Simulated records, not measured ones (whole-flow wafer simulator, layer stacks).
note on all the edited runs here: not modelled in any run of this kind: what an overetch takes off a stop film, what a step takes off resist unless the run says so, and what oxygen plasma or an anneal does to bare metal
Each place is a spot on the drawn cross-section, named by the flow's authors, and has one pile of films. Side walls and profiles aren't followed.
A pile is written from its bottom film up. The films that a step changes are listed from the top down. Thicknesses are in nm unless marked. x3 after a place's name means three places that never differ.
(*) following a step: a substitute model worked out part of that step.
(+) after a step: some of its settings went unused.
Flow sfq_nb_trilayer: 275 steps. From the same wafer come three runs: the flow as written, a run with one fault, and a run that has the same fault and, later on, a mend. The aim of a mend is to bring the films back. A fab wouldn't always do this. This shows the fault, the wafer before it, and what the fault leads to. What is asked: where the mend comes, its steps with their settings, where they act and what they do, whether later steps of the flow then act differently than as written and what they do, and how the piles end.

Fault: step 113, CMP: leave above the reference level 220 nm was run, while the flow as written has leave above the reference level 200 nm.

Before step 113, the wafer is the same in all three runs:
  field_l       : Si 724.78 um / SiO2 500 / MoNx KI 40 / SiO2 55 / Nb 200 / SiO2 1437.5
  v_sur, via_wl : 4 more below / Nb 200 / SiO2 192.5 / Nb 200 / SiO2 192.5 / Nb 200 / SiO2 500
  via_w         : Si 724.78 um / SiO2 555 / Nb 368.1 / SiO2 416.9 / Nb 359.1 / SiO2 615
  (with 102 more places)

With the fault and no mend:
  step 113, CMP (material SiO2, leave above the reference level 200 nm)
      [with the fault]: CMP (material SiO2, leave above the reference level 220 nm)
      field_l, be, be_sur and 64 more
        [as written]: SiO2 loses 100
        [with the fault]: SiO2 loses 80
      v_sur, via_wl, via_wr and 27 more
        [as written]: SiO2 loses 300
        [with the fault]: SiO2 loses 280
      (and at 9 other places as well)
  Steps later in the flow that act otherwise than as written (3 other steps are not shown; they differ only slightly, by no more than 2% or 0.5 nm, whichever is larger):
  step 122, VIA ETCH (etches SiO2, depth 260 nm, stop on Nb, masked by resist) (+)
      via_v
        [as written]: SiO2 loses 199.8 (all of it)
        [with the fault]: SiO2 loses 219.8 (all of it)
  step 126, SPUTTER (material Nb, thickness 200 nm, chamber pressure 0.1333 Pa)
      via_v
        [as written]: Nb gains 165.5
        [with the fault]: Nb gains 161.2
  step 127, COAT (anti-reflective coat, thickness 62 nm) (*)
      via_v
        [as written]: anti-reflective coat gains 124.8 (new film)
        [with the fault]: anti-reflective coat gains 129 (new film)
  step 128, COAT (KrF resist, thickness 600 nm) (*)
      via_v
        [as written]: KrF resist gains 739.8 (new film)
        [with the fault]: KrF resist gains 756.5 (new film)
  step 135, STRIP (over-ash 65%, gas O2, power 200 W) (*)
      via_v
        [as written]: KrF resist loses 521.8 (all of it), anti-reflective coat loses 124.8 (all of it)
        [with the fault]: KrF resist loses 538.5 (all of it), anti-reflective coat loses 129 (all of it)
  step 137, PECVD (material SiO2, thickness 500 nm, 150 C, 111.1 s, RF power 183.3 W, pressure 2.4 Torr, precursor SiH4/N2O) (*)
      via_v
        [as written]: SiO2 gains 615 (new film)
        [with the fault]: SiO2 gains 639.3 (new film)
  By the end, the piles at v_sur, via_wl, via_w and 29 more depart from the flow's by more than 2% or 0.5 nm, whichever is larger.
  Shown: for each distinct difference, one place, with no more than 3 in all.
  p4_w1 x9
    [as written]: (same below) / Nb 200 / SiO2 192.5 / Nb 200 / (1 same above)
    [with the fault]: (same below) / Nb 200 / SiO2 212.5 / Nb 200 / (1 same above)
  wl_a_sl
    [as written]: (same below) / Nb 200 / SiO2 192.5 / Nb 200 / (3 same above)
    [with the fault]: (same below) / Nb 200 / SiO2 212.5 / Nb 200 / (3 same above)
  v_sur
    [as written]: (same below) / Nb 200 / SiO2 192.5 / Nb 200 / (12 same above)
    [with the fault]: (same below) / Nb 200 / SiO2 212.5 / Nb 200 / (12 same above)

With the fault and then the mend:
  The mend stands after step 114.
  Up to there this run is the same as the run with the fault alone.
  step 114a, CMP (material SiO2, leave above the reference level 200 nm) (the flow's step 113 again)
      field_l, v_sur, via_wl and 103 more
        SiO2 loses 20
  None of the later steps of the flow acts differently than as written at any place that is followed.
  By the end, the piles equal the flow's at every place that both follow.
